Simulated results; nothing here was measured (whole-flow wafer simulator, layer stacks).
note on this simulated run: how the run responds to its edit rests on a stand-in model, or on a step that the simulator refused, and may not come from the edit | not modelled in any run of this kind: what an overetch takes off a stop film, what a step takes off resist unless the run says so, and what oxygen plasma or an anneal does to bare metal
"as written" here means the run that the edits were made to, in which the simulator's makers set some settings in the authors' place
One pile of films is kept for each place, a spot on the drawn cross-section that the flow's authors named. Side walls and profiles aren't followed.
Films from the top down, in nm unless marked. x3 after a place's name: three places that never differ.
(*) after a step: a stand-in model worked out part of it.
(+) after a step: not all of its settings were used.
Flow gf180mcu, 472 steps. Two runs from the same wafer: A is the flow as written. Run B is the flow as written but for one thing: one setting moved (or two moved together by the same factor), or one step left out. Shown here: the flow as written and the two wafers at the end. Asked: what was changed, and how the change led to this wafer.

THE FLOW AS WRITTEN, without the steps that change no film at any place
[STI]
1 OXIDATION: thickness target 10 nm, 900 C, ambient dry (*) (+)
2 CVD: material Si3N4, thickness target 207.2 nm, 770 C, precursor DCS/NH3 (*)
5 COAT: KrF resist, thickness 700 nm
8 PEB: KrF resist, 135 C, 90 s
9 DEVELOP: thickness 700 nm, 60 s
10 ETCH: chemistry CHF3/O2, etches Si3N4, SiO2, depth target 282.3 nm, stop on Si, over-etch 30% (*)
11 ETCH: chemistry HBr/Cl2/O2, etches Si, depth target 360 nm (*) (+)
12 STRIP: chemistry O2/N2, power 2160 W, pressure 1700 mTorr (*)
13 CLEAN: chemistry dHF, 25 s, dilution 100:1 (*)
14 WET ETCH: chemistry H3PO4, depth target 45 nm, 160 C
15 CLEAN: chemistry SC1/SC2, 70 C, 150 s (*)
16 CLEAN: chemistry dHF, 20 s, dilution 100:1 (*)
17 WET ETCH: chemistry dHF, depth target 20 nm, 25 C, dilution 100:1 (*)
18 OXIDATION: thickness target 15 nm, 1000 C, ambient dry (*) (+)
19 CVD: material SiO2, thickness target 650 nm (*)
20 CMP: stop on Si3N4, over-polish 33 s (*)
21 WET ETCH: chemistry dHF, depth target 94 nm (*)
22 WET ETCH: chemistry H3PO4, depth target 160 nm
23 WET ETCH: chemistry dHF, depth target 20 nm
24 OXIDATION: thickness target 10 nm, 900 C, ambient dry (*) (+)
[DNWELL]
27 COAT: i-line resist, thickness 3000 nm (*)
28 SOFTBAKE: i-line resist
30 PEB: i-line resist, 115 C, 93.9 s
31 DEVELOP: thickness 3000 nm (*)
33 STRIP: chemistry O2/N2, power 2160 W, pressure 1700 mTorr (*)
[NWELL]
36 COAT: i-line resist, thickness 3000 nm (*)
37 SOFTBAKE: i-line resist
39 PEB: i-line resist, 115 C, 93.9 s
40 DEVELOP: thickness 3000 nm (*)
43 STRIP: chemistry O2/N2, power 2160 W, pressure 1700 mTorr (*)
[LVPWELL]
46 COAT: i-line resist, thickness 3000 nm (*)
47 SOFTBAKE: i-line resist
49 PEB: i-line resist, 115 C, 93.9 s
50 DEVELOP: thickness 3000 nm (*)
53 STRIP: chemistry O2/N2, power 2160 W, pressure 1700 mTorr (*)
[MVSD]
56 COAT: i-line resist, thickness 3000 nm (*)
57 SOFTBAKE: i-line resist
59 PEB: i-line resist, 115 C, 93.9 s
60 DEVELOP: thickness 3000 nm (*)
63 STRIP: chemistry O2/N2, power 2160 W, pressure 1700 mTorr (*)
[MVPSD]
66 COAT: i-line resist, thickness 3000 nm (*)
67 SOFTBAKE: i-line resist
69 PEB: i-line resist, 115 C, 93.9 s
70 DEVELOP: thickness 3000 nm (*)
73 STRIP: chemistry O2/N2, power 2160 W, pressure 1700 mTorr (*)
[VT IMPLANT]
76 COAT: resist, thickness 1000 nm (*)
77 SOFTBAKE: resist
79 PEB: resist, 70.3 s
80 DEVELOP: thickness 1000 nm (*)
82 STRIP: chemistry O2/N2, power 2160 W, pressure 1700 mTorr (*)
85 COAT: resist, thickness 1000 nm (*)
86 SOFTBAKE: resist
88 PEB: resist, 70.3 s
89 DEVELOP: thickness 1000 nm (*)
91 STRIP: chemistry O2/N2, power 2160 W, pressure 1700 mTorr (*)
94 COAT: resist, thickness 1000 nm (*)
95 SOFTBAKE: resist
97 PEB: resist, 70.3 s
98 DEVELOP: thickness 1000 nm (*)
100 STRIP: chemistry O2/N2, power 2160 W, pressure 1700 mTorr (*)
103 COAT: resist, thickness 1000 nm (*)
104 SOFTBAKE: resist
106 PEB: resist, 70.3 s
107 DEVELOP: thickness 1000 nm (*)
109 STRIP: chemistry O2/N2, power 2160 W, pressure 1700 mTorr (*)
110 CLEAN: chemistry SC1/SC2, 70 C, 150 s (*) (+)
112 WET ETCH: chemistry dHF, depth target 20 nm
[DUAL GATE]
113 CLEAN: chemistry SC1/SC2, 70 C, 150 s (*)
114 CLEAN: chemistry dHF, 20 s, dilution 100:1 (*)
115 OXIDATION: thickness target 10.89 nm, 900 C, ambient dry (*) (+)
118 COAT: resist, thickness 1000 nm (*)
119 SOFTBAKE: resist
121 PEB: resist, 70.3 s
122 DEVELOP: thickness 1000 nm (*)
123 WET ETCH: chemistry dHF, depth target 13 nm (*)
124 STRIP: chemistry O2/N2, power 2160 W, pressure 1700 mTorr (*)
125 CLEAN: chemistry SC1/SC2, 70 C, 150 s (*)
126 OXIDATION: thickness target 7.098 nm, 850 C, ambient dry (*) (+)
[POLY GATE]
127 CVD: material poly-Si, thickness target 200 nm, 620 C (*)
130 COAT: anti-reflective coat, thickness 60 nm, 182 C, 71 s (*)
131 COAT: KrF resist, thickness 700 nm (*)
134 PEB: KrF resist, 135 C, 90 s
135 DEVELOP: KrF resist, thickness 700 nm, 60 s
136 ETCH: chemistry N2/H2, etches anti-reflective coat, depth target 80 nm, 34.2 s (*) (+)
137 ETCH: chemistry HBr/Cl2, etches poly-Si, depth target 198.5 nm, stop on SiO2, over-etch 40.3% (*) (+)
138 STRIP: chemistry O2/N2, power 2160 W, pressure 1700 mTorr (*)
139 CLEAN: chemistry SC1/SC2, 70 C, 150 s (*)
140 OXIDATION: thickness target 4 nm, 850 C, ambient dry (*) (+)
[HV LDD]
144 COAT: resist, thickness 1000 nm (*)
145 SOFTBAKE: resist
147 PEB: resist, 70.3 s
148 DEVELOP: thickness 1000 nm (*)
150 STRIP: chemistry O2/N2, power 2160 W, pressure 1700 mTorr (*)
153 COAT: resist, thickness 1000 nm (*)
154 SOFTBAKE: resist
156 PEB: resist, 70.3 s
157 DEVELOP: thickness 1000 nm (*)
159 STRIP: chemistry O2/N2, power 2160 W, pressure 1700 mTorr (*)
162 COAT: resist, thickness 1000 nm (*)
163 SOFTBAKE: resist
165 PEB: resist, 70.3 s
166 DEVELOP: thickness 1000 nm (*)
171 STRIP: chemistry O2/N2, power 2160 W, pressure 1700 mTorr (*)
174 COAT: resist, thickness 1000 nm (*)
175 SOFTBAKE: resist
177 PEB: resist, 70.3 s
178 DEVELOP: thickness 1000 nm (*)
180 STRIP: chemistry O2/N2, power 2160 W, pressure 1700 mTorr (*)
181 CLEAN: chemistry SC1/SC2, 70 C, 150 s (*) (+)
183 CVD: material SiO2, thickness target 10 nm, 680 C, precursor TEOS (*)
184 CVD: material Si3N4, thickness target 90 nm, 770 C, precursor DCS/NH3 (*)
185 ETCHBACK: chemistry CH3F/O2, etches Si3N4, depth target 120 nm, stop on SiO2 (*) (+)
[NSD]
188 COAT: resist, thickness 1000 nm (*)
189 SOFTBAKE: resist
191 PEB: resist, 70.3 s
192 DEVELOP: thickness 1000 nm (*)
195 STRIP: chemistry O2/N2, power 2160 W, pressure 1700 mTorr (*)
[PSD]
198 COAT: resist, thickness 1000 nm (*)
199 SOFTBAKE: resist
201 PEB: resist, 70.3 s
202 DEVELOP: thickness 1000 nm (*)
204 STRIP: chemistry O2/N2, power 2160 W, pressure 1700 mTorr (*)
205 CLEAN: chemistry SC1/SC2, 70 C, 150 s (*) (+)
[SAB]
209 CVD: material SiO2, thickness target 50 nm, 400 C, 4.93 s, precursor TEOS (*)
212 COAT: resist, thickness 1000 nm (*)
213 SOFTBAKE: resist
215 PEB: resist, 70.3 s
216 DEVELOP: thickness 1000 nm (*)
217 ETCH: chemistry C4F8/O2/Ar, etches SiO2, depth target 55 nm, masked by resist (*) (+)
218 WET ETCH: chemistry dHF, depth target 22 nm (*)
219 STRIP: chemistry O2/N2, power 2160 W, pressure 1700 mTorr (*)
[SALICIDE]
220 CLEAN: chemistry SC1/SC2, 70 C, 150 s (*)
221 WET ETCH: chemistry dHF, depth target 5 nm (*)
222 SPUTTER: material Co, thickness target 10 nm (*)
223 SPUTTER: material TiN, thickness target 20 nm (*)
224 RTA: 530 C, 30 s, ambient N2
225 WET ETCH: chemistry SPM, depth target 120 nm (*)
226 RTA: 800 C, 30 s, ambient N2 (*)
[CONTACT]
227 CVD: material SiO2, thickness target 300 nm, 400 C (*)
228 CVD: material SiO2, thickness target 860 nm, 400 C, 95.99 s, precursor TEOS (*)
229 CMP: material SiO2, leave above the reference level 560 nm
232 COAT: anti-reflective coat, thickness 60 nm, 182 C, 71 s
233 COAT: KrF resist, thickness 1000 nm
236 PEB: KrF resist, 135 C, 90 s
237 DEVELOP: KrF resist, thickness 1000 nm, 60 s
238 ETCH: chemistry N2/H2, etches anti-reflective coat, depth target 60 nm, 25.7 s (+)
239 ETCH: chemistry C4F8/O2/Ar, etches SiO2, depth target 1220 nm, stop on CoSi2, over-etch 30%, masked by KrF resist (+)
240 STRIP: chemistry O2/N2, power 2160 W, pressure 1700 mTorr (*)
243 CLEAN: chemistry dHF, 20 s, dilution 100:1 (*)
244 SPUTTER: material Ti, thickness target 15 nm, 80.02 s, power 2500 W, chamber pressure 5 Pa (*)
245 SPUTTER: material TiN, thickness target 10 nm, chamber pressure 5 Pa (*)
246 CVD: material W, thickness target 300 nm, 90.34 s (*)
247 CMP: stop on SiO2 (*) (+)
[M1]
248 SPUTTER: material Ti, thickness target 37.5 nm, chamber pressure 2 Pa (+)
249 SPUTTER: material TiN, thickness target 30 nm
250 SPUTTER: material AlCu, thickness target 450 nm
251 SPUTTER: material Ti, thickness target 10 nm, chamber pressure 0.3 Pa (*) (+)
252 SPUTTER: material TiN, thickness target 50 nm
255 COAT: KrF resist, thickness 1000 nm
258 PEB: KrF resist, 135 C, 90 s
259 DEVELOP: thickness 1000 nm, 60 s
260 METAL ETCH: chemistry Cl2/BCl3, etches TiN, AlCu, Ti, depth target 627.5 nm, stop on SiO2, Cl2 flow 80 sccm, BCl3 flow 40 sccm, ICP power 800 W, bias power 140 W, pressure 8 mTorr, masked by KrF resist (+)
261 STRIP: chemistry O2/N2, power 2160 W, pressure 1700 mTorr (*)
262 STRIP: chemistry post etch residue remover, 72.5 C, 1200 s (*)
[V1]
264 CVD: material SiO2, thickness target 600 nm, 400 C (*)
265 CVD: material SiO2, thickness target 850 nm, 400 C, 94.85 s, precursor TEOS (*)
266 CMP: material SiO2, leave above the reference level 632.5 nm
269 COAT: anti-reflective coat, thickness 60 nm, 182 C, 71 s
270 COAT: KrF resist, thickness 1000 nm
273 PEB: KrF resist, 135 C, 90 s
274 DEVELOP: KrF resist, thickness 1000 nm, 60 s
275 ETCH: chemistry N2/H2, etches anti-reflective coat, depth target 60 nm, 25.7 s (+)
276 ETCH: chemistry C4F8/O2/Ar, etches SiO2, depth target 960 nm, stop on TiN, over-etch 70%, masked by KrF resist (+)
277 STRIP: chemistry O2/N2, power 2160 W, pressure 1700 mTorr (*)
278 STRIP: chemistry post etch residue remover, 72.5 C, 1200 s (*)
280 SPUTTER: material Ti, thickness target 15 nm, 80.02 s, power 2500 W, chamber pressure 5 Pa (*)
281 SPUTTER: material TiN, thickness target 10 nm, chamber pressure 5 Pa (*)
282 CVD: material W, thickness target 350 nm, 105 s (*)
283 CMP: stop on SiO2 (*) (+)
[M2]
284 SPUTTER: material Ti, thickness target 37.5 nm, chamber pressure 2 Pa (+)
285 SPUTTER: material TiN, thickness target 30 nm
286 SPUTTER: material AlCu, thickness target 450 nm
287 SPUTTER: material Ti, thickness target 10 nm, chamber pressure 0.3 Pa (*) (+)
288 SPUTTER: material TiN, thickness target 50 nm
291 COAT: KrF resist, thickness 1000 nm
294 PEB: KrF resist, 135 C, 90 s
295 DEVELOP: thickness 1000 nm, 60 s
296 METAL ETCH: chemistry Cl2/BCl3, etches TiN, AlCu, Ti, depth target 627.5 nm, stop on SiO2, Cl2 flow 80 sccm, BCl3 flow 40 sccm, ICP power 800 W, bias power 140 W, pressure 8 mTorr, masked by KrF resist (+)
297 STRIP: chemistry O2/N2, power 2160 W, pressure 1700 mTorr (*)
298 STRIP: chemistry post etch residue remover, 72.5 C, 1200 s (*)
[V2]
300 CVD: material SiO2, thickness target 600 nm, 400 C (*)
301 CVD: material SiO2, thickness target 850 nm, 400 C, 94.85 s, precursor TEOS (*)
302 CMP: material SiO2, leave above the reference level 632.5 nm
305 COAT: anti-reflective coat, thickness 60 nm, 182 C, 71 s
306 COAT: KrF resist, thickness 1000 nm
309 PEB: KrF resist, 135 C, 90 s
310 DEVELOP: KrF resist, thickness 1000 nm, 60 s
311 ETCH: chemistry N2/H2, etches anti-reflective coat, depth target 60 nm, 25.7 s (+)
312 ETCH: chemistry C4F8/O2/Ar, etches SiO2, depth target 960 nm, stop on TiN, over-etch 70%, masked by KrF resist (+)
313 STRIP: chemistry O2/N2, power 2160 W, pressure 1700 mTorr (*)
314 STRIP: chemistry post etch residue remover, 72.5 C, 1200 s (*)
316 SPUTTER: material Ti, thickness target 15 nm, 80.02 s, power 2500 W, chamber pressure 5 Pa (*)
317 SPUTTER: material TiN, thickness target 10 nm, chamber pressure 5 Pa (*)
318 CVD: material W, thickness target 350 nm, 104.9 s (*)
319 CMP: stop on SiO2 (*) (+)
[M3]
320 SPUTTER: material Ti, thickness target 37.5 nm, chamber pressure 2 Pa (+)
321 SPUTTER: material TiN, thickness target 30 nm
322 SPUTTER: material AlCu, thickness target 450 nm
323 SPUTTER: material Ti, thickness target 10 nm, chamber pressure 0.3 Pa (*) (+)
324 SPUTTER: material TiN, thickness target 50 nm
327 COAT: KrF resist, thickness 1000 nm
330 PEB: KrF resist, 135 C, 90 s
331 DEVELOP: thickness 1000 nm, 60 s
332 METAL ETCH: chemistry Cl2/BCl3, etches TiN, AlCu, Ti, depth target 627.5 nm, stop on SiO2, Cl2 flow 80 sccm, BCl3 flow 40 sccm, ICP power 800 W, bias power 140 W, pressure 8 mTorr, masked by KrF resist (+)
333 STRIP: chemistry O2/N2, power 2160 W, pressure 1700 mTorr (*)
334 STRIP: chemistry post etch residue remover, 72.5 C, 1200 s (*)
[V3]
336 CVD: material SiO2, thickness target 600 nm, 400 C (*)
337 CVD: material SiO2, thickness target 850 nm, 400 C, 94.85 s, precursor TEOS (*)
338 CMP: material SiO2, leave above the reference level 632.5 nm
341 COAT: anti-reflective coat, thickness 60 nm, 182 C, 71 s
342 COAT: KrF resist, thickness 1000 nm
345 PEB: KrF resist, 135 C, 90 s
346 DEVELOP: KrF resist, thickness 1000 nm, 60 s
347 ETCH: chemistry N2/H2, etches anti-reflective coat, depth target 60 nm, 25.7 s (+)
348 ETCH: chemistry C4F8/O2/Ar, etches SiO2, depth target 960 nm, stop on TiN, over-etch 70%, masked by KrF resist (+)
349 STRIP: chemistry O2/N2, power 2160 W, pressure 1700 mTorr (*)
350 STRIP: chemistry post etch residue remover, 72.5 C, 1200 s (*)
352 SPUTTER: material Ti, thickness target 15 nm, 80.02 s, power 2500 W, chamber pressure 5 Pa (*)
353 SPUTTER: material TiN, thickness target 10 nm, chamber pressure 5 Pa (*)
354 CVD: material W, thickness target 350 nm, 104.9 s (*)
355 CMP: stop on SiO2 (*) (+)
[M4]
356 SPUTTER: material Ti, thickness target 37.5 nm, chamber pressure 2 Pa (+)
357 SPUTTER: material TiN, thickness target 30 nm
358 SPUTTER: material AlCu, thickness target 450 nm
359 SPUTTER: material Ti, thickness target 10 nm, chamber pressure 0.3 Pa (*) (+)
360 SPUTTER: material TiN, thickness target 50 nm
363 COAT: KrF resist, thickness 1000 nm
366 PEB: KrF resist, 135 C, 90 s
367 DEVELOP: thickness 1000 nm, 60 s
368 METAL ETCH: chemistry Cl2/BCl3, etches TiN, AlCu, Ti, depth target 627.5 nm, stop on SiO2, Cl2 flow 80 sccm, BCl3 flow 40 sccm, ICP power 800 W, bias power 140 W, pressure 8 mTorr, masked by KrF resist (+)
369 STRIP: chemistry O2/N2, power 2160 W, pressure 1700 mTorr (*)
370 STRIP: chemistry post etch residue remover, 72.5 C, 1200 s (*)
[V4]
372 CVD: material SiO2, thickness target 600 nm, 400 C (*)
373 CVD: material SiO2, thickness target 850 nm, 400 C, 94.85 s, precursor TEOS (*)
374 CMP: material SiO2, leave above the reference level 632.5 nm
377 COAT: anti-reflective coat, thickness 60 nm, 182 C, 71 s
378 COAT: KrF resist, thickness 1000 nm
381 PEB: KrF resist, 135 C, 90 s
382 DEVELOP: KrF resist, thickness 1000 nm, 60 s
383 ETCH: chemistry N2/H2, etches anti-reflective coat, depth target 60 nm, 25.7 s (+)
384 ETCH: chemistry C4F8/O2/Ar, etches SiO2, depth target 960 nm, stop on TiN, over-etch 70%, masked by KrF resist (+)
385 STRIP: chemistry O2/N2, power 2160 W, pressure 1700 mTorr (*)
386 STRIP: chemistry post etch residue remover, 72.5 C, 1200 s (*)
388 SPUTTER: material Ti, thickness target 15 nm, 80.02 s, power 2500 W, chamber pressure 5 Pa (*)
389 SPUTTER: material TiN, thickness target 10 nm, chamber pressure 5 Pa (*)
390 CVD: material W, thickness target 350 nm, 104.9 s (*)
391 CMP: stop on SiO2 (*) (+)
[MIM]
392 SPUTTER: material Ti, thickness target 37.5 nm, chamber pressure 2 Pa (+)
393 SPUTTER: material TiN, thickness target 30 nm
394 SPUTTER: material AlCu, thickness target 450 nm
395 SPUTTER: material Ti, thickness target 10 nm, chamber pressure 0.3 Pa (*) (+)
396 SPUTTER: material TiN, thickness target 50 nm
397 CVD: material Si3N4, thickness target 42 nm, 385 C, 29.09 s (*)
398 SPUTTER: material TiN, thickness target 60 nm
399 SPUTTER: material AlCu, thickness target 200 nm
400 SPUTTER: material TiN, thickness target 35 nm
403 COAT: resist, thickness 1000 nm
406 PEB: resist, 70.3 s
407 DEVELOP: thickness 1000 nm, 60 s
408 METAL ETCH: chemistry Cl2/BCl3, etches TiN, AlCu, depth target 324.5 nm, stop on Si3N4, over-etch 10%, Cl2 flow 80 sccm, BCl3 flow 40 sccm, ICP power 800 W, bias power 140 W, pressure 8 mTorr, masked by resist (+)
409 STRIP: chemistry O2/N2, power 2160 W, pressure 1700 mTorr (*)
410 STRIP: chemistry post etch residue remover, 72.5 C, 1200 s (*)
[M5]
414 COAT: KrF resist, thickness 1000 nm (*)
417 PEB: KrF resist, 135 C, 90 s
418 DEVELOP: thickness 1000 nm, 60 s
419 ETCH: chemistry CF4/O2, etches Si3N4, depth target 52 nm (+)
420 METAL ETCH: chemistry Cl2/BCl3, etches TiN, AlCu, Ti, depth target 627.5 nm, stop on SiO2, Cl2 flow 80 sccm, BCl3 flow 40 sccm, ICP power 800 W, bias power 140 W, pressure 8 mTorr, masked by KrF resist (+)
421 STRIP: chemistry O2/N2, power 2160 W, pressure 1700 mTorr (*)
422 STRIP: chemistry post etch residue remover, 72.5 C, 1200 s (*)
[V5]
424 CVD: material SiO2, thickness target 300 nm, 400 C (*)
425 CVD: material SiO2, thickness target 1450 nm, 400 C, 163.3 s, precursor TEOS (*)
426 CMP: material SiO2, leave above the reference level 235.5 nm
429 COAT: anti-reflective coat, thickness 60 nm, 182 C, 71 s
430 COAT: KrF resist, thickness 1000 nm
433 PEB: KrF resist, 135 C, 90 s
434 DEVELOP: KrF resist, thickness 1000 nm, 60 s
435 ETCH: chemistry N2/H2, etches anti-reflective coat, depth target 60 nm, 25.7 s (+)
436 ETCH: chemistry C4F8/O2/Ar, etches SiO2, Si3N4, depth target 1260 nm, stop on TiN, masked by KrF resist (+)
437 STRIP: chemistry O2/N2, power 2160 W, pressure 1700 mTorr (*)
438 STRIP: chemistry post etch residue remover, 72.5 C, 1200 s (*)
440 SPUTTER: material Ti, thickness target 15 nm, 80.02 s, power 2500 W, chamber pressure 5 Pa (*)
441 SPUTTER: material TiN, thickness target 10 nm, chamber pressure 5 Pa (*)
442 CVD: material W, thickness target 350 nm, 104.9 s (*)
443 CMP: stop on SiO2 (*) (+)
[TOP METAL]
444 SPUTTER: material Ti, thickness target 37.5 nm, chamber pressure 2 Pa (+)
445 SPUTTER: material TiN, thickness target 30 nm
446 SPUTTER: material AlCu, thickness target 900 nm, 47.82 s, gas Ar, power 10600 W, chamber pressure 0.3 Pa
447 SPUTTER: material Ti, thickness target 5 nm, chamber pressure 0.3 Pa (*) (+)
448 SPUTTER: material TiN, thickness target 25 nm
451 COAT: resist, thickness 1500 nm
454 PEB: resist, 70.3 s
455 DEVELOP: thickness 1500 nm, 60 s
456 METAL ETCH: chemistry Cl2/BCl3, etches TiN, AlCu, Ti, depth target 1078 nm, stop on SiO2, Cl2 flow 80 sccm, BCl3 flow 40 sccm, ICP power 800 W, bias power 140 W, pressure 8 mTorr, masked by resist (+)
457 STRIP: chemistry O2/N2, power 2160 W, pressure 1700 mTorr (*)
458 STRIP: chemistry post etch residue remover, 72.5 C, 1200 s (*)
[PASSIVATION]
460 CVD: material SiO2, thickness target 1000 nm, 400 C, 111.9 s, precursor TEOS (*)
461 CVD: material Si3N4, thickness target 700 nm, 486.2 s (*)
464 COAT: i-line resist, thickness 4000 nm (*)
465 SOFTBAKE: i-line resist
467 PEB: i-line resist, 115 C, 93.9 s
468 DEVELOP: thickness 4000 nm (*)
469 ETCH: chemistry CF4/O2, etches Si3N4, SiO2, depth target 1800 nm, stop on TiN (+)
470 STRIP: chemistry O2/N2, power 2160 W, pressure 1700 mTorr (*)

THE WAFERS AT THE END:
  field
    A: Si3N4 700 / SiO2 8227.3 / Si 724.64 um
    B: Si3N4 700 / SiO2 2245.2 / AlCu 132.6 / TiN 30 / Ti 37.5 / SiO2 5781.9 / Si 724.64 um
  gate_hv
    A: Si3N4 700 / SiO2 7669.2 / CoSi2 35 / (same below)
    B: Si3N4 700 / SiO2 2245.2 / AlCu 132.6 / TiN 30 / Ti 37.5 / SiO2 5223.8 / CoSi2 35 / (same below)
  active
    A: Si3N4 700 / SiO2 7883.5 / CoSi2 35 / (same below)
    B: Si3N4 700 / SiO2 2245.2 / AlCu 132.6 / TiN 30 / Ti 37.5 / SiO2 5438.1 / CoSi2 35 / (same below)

The cause: step 420, METAL ETCH: depth target 370.2 nm was run, where the flow has depth target 627.5 nm.

How the change led to this, step by step:
  420 METAL ETCH: chemistry Cl2/BCl3, etches TiN, AlCu, Ti, depth target 627.5 nm, stop on SiO2, Cl2 flow 80 sccm, BCl3 flow 40 sccm, ICP power 800 W, bias power 140 W, pressure 8 mTorr, masked by KrF resist (+)
      field, field__w1, field__w2 and 101 more: A TiN -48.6 (all of it), Ti -10 (all of it), AlCu -450 (all of it), TiN -30 (all of it), Ti -37.5 (all of it) | B TiN -48.6 (all of it), Ti -10 (all of it), AlCu -311.6
      field__w4, field__w8, contact, m1, m1__w1, mim, mim_1p0, m1_nw: A KrF resist -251 | B KrF resist -148.1
  421 STRIP: chemistry O2/N2, power 2160 W, pressure 1700 mTorr (*)
      field__w8, m1__w1: A KrF resist -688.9 (all of it) | B KrF resist -791.8 (all of it)
      contact, m1: A KrF resist -689.3 (all of it) | B KrF resist -792.2 (all of it)
      (and at 4 more places)
  422 STRIP: chemistry post etch residue remover, 72.5 C, 1200 s (*)
      field, field__w1, field__w2 and 101 more: A nothing | B AlCu -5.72
  424 CVD: material SiO2, thickness target 300 nm, 400 C (*)
      field, field__w1, field__w2 and 101 more: A SiO2 +300 | B SiO2 +300 (new film)
  426 CMP: material SiO2, leave above the reference level 235.5 nm
      field, field__w1, field__w5 and 92 more: A SiO2 -300.8 | B SiO2 -501
      field__w2, field__w3, field__w12 and 6 more: A SiO2 -272.7 | B SiO2 -481.9
Counting metal films that touch as one body, field has 1 body; the flow as written gives 0 bodies.
Counting metal films that touch as one body, gate_hv has 2 bodies (between them, from the top down: SiO2 5223.8); the flow as written gives 1 body.
Counting metal films that touch as one body, active has 2 bodies (between them, from the top down: SiO2 5438.1); the flow as written gives 1 body.
